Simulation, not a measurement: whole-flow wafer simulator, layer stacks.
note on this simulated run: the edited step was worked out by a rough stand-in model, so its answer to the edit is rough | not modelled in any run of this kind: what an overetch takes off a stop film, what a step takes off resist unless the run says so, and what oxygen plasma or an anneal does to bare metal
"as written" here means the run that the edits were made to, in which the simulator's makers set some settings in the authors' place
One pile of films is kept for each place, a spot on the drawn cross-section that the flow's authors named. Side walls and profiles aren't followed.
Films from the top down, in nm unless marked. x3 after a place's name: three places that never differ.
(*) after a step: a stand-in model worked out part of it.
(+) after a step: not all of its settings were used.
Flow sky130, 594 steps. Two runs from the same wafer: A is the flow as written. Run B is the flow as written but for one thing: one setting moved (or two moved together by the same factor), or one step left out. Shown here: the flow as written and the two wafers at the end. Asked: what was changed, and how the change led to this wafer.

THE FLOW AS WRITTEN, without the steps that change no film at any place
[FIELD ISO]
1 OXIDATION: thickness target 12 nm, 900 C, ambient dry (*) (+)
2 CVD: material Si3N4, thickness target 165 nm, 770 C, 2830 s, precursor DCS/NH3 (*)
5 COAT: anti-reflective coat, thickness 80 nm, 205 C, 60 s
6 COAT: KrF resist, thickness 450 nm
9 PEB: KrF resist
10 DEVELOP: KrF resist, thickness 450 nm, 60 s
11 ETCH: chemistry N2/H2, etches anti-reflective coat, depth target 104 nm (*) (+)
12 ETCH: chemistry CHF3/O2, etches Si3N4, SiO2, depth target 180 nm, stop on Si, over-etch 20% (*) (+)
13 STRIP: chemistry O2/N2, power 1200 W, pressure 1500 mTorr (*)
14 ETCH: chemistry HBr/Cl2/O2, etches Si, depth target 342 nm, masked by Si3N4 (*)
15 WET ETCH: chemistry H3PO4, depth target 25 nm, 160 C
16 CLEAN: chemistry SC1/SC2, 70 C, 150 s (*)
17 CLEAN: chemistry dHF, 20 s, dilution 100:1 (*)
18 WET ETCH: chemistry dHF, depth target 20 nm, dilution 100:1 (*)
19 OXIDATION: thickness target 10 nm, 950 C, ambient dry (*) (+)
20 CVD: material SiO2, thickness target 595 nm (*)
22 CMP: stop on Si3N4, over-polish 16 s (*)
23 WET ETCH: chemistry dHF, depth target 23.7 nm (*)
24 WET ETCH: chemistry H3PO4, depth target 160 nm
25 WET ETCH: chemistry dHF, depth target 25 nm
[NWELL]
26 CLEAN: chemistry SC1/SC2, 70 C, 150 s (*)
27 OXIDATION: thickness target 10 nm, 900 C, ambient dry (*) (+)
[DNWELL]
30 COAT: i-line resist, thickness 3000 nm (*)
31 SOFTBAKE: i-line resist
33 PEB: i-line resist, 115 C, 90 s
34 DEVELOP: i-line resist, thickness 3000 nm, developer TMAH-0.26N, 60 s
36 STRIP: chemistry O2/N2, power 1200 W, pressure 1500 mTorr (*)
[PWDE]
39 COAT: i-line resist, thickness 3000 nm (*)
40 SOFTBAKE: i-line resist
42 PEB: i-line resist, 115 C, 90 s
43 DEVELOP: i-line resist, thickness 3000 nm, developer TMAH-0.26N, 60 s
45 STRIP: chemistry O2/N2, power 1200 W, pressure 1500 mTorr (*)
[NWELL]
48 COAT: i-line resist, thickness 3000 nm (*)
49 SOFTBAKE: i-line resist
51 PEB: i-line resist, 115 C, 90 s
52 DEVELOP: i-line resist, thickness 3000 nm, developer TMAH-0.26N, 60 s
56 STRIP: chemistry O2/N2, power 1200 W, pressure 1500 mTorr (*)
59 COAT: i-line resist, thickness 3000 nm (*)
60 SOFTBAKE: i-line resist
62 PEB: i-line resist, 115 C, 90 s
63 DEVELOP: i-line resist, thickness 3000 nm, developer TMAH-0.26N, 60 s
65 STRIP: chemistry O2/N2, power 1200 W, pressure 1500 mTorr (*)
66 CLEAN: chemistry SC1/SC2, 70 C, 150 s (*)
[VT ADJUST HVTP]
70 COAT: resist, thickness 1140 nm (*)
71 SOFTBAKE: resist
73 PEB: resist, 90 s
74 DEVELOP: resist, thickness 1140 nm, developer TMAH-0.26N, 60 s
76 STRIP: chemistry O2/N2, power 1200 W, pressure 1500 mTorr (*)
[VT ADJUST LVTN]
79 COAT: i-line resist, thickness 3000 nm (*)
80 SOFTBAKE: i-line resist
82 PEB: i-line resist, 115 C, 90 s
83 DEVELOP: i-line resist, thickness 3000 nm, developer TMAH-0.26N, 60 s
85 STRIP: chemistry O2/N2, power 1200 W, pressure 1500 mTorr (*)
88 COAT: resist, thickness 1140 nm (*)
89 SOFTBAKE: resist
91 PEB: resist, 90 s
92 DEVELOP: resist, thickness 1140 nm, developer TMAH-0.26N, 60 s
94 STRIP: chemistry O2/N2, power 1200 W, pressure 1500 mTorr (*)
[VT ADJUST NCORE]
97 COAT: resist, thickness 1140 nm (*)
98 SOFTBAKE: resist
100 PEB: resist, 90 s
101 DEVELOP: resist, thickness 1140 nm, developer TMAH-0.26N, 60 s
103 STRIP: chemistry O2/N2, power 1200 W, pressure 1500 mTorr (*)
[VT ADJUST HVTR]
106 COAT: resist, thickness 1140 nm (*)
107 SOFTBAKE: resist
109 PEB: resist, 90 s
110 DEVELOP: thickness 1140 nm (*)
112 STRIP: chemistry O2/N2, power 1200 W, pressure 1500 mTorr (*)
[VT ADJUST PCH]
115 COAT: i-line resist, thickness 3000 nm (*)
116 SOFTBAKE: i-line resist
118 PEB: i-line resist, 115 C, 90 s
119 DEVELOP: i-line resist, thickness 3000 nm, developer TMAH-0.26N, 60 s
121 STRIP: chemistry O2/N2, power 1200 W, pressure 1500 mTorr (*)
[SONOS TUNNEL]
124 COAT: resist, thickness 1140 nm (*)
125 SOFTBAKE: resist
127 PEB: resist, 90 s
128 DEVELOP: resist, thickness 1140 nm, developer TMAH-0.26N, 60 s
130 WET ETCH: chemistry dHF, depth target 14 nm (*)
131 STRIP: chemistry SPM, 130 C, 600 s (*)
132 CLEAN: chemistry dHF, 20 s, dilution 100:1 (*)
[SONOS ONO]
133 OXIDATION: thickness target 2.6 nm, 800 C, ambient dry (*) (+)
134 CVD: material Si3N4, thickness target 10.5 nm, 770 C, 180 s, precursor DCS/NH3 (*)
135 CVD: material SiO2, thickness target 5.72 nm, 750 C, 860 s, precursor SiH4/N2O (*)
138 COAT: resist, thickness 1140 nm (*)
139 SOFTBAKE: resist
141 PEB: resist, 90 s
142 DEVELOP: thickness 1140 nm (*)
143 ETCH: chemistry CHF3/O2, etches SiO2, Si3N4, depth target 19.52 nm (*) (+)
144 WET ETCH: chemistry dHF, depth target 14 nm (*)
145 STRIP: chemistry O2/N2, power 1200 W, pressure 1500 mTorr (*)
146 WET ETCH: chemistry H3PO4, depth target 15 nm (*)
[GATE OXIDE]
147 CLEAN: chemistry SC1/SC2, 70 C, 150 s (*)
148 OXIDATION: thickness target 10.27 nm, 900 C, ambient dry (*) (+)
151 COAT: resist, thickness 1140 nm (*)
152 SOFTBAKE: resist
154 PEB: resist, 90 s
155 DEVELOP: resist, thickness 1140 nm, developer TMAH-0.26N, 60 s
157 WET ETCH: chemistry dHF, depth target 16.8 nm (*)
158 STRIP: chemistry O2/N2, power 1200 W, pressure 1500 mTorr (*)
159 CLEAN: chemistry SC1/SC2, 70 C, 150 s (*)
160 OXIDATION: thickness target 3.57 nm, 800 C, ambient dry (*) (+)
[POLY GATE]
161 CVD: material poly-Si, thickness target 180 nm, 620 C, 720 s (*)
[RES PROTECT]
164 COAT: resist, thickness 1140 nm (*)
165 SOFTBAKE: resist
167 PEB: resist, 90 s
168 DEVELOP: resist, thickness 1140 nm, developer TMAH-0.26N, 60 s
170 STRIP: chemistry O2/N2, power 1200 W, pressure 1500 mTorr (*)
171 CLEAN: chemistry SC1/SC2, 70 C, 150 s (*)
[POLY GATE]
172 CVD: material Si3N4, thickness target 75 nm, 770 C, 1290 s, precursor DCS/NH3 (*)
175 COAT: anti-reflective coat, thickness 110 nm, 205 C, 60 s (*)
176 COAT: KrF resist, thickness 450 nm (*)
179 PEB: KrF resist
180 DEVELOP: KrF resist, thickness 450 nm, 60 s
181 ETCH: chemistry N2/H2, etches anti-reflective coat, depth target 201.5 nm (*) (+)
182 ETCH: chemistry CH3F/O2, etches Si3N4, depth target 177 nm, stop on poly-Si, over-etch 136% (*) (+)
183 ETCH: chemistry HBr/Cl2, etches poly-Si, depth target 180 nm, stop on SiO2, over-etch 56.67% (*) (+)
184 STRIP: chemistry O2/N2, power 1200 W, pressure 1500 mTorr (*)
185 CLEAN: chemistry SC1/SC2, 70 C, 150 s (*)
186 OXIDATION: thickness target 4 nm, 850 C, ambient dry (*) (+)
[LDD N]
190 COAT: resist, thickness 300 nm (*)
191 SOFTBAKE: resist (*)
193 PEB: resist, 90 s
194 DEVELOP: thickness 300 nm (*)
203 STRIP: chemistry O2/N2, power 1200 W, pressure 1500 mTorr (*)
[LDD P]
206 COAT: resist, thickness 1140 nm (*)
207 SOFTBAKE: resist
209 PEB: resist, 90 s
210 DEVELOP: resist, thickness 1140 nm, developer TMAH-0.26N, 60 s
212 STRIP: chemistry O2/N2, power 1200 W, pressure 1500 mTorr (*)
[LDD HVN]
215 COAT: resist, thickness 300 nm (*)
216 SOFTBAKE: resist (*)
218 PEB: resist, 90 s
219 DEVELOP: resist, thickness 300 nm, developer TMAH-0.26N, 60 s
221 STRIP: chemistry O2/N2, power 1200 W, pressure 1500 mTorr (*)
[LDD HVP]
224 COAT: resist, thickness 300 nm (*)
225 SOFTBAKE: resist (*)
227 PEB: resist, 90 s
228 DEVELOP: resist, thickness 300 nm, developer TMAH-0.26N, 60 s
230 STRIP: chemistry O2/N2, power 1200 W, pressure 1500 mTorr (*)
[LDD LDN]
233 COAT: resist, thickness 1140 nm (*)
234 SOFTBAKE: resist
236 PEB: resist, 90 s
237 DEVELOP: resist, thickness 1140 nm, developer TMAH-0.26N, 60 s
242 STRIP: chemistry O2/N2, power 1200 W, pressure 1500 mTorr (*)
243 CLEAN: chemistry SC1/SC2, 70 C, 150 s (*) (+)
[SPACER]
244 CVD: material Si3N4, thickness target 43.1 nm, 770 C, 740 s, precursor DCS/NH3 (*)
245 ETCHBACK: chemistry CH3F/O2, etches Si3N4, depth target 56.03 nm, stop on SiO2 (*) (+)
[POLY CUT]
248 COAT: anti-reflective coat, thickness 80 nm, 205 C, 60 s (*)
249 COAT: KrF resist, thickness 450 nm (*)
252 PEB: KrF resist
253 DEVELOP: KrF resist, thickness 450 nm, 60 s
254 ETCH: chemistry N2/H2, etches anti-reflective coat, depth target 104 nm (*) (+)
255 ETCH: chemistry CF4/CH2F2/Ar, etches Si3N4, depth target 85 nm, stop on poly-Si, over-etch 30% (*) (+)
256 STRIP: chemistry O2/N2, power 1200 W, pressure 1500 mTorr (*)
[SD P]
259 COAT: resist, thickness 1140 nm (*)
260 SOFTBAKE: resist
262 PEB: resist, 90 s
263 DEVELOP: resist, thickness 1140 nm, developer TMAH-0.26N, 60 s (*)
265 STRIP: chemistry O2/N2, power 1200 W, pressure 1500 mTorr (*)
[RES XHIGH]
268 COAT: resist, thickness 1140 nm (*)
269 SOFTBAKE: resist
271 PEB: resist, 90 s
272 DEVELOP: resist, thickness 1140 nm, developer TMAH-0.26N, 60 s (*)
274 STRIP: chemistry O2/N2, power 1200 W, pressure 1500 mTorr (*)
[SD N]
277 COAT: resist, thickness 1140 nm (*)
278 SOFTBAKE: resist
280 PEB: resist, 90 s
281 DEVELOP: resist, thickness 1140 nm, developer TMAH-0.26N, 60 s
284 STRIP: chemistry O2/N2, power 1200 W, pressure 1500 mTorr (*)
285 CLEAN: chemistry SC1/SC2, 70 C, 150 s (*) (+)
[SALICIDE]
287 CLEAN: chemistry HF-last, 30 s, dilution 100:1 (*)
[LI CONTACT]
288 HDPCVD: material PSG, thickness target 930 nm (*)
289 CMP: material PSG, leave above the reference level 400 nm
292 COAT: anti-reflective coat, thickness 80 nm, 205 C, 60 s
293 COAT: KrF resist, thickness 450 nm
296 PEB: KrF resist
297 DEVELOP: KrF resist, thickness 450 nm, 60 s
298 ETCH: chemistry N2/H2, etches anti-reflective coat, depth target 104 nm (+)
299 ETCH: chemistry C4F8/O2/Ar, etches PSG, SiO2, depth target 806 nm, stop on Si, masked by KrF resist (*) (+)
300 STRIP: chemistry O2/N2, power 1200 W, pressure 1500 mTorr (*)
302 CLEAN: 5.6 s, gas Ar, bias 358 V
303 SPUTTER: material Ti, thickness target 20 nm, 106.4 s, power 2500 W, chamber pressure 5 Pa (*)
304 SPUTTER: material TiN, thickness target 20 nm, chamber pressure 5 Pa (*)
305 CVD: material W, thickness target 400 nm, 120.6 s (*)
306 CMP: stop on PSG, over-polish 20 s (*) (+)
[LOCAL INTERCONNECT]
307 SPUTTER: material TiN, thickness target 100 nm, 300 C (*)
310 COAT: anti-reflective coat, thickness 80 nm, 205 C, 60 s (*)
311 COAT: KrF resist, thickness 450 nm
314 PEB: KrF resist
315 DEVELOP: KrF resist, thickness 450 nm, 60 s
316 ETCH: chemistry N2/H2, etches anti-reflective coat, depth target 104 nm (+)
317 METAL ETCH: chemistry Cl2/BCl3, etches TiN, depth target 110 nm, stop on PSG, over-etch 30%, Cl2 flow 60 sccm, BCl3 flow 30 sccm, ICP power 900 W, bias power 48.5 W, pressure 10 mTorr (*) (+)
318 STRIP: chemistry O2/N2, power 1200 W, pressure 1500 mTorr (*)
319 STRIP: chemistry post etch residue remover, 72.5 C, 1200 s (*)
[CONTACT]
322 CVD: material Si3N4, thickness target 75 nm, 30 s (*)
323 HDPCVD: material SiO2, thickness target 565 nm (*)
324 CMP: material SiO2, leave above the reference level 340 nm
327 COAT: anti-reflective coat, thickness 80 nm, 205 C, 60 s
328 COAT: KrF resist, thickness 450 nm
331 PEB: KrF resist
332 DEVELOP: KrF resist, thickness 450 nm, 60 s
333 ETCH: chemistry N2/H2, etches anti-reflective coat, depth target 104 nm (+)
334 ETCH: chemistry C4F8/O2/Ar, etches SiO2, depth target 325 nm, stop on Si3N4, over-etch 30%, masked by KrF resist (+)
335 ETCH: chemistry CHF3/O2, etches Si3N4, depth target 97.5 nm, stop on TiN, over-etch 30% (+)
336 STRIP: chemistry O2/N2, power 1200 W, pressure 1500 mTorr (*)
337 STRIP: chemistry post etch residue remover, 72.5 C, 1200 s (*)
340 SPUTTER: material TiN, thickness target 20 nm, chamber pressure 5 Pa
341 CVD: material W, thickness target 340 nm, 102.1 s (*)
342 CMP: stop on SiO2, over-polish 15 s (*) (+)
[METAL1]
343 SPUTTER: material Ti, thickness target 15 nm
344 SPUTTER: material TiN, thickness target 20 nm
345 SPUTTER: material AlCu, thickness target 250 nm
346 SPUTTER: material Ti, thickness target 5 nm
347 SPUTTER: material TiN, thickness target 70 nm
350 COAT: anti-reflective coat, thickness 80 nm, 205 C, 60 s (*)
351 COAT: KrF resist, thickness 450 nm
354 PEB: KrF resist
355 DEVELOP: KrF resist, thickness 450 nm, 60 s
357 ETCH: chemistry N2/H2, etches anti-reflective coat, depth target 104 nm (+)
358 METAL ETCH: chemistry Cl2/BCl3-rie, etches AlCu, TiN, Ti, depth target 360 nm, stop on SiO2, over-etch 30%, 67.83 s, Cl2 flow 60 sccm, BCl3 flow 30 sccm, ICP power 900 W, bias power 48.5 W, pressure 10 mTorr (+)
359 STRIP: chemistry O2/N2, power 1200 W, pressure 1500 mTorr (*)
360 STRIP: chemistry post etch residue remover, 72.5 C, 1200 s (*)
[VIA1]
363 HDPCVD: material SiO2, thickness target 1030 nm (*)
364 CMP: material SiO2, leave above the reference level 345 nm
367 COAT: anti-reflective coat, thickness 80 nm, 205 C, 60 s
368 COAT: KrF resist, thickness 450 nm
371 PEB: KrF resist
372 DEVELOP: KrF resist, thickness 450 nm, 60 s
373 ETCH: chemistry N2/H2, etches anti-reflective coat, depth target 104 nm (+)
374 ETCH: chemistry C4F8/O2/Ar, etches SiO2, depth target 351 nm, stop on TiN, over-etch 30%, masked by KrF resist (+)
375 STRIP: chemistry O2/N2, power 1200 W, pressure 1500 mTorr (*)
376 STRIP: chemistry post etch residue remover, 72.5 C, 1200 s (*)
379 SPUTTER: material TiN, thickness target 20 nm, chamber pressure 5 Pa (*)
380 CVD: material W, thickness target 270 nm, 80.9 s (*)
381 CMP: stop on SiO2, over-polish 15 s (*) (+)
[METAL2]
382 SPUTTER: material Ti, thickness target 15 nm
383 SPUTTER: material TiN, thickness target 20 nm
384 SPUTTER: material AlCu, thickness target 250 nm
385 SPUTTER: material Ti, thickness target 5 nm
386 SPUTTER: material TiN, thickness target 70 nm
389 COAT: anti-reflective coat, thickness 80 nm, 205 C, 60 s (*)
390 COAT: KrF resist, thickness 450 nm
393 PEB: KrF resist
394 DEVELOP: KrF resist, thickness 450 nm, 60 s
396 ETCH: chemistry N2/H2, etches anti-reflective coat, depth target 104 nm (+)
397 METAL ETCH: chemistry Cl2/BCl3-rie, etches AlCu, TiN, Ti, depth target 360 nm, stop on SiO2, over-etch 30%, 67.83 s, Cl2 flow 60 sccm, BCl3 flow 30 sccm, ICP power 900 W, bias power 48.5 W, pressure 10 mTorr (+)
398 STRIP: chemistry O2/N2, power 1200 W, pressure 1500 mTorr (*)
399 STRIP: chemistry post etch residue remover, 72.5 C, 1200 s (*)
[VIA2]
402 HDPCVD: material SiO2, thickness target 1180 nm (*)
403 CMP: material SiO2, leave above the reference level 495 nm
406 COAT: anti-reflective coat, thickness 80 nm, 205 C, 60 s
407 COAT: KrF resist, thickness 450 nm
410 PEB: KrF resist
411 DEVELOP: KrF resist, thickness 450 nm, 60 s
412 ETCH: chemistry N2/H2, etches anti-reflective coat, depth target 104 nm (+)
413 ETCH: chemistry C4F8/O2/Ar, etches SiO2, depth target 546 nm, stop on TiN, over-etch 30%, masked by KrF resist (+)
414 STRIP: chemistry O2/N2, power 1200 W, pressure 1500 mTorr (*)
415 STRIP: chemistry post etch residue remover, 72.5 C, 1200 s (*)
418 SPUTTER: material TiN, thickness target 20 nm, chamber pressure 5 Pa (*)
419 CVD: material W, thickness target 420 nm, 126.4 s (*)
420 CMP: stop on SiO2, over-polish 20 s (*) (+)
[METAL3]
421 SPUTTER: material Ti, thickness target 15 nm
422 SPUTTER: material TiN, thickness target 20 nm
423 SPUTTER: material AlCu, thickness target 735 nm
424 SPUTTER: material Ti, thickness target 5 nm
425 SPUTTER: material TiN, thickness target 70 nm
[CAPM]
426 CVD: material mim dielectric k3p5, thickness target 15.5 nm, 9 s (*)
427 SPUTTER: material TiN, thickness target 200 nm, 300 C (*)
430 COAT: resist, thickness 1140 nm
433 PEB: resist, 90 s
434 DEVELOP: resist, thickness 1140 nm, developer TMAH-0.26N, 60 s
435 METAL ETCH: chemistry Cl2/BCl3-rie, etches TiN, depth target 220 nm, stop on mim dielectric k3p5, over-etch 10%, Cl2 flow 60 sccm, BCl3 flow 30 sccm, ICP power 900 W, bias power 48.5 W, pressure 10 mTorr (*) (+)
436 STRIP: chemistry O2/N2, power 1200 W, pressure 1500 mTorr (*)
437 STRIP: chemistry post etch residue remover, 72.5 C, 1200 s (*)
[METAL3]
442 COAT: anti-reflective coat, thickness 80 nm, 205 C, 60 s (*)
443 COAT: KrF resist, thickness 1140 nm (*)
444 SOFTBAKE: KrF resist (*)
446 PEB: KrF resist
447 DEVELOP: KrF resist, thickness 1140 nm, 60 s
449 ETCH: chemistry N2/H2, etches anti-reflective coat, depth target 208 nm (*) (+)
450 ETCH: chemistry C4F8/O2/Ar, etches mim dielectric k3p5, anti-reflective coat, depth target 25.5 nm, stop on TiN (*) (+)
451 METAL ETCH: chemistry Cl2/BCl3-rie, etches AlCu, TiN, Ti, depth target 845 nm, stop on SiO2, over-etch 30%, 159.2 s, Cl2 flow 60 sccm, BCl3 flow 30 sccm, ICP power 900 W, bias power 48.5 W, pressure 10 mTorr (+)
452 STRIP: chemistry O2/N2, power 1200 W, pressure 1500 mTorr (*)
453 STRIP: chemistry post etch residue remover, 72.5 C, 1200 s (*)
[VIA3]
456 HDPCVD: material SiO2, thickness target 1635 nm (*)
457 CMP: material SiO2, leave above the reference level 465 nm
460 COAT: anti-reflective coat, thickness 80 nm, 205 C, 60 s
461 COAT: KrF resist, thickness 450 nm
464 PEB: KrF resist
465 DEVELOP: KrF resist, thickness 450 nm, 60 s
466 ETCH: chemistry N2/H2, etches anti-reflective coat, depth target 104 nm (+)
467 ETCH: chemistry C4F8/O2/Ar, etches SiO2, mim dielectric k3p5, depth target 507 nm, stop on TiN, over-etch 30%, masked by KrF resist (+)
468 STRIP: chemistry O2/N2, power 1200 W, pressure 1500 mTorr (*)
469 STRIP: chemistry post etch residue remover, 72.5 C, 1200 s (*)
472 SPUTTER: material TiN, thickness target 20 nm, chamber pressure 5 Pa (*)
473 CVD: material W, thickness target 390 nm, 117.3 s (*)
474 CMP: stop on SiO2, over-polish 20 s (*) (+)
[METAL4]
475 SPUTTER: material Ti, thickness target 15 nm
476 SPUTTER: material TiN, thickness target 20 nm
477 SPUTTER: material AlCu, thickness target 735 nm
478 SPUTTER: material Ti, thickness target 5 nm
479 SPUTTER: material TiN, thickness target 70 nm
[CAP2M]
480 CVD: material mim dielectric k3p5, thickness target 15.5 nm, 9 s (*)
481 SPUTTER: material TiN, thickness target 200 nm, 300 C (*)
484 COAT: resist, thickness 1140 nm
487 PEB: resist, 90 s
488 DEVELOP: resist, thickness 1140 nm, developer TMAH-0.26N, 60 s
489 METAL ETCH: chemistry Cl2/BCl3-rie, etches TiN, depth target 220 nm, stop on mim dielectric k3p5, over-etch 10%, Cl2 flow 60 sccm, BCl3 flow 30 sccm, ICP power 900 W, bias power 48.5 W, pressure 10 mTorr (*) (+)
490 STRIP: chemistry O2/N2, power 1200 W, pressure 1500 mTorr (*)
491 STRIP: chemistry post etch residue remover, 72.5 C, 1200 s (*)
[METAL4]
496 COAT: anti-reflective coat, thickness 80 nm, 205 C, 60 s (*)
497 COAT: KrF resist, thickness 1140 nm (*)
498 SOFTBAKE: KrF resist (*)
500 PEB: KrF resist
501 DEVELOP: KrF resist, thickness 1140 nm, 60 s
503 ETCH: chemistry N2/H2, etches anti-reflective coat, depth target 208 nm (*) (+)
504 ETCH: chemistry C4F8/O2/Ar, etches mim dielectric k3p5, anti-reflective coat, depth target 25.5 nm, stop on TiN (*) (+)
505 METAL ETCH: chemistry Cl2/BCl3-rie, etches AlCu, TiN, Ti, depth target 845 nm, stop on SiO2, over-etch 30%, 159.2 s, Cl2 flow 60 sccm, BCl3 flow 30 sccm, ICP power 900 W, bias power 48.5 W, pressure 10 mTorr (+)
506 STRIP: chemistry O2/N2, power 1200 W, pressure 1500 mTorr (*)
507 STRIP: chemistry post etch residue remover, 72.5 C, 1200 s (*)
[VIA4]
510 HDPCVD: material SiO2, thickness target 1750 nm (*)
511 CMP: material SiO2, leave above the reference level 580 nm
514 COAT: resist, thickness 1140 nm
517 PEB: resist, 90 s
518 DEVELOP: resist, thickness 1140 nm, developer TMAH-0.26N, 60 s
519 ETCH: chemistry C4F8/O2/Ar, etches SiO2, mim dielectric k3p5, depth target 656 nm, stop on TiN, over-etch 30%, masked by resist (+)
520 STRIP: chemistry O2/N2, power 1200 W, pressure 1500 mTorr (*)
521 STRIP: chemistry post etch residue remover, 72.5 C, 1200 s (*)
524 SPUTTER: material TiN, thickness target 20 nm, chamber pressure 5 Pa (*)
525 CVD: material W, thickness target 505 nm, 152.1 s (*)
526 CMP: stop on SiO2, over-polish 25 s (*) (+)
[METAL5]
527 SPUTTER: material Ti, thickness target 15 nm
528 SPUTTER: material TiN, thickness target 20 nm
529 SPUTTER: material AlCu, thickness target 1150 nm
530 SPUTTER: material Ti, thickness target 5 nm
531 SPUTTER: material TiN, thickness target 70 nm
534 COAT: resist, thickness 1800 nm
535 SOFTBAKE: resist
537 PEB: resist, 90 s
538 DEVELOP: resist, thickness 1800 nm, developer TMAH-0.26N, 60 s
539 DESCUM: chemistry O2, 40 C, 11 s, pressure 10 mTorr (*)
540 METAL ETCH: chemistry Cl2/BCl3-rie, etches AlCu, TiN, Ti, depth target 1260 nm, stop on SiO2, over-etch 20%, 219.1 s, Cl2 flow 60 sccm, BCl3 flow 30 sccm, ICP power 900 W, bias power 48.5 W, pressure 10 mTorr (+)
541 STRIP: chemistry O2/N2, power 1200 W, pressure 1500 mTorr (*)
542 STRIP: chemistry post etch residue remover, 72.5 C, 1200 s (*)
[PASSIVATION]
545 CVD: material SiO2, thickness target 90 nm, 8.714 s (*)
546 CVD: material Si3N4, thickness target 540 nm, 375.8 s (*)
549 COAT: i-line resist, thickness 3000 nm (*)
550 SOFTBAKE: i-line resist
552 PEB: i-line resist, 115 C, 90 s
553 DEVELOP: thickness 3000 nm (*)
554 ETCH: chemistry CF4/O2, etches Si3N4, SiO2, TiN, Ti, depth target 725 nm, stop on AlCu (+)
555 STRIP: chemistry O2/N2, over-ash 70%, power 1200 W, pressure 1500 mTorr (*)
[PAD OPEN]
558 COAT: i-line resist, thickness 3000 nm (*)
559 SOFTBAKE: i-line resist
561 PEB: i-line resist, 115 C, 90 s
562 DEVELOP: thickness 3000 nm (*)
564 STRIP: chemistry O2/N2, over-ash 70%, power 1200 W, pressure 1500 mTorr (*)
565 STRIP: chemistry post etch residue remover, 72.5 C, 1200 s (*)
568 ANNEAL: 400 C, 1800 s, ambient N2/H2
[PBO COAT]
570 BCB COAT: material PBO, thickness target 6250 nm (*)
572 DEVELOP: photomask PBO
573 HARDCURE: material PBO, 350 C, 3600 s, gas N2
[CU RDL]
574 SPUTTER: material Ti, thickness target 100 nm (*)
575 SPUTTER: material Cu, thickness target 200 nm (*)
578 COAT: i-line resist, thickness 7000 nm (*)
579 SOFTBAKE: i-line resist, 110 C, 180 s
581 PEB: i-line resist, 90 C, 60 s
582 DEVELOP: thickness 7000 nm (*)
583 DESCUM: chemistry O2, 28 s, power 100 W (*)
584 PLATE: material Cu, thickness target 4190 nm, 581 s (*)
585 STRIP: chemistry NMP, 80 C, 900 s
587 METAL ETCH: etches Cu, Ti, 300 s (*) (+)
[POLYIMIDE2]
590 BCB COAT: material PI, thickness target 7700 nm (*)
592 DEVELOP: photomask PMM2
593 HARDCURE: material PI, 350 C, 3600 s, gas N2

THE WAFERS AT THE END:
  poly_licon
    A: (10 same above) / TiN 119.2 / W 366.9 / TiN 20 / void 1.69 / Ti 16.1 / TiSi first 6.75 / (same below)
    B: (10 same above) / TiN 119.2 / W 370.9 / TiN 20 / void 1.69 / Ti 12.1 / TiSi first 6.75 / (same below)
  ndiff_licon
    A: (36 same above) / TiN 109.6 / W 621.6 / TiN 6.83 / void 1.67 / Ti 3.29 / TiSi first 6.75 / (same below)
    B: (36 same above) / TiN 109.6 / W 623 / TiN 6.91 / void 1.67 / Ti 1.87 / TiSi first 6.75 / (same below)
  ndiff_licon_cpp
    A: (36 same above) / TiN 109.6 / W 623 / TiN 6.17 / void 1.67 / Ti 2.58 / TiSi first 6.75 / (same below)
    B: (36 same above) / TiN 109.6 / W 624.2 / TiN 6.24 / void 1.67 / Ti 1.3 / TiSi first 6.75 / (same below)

The cause: step 303, SPUTTER: thickness target 16 nm was run, where the flow has thickness target 20 nm.

How the change led to this, step by step:
  303 SPUTTER: material Ti, thickness target 20 nm, 106.4 s, power 2500 W, chamber pressure 5 Pa (*)
      field, active, n_well and 185 more: A Ti +20 (new film) | B Ti +16 (new film)
      ndiff_licon: A Ti +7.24 (new film) | B Ti +5.82 (new film)
      (and at 2 more places)
  306 CMP: stop on PSG, over-polish 20 s (*) (+)
      field, active, n_well and 184 more: A W -400 (all of it), TiN -20 (all of it), Ti -20 (all of it), PSG -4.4 | B W -400 (all of it), TiN -20 (all of it), Ti -16 (all of it), PSG -4.4
      poly_licon: A W -33.1 | B W -29.1
